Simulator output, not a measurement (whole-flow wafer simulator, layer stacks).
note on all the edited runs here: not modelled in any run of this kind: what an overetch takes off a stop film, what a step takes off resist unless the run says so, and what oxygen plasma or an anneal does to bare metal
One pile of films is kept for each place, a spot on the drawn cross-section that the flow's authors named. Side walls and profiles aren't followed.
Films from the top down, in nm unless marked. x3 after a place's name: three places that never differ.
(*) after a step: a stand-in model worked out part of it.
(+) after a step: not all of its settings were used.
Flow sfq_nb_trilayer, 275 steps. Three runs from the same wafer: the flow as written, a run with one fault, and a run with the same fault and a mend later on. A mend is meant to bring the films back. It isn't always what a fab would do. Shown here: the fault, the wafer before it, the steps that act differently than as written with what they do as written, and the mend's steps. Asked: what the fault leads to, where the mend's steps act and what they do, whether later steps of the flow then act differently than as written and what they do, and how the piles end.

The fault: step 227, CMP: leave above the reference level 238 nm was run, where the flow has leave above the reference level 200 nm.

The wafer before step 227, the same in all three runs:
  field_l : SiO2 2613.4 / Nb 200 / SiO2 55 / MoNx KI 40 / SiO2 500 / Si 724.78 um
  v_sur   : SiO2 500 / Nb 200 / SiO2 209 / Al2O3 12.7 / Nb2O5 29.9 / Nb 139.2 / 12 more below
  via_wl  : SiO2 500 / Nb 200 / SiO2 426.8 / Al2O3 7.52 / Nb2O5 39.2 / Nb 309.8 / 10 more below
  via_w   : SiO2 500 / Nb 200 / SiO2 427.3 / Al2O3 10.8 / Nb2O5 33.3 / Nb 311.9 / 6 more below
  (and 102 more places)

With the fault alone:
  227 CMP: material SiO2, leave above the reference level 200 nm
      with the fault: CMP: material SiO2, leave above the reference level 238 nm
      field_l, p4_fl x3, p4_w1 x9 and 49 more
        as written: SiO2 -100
        with the fault: SiO2 -62
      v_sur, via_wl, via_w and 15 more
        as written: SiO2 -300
        with the fault: SiO2 -262
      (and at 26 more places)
  Later steps of the flow that act differently than as written (3 more steps differ only slightly, by at most 2% or 0.5 nm, whichever is larger, and aren't shown):
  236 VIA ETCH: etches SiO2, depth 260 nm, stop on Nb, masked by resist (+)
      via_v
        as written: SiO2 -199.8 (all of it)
        with the fault: SiO2 -237.8 (all of it)
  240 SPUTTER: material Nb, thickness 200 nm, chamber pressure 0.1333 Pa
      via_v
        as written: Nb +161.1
        with the fault: Nb +152.2
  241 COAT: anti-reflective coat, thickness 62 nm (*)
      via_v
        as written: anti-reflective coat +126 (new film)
        with the fault: anti-reflective coat +134.4 (new film)
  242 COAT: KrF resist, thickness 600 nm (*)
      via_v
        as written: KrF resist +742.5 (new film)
        with the fault: KrF resist +774.6 (new film)
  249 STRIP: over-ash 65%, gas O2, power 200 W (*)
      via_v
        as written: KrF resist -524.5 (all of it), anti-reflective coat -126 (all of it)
        with the fault: KrF resist -556.5 (all of it), anti-reflective coat -134.4 (all of it)
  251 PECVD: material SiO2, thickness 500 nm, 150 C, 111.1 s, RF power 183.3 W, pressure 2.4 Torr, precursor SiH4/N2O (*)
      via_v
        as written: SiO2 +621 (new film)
        with the fault: SiO2 +667.9 (new film)
  At the end the piles differ from the flow's by more than 2% or 0.5 nm, whichever is larger, at v_sur, via_wl, via_w and 80 more.
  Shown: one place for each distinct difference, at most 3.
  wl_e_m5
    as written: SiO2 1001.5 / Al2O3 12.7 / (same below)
    with the fault: SiO2 1039.5 / Al2O3 12.7 / (same below)
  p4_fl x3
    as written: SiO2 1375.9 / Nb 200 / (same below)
    with the fault: SiO2 1413.9 / Nb 200 / (same below)
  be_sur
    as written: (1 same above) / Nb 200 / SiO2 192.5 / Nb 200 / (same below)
    with the fault: (1 same above) / Nb 200 / SiO2 230.5 / Nb 200 / (same below)

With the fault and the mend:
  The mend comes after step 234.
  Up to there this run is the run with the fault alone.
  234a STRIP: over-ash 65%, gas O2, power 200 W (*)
      field_l, v_sur, via_wl and 102 more
        KrF resist -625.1 (all of it), anti-reflective coat -62 (all of it)
      via_v
        anti-reflective coat -62 (all of it)
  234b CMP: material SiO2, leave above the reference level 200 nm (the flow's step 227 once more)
      field_l, v_sur, via_wl and 103 more
        SiO2 -38
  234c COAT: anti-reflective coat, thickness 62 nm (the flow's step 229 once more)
      field_l, v_sur, via_wl and 103 more
        anti-reflective coat +62 (new film)
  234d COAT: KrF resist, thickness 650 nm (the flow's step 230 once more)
      field_l, v_sur, via_wl and 103 more
        KrF resist +650 (new film)
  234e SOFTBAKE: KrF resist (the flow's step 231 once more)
      changes no film at any place that is followed
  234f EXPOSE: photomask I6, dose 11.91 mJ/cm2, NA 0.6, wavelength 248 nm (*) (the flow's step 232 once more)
      changes no film at any place that is followed
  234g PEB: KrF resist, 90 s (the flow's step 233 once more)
      field_l, v_sur, via_wl and 103 more
        KrF resist -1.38
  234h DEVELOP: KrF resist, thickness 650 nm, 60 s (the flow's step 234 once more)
      field_l, v_sur, via_wl and 102 more
        KrF resist -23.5
      via_v
        KrF resist -648.6 (all of it)
  No later step of the flow acts differently than as written at any place that is followed.
  At the end the piles are the same as the flow's at every place that both follow.
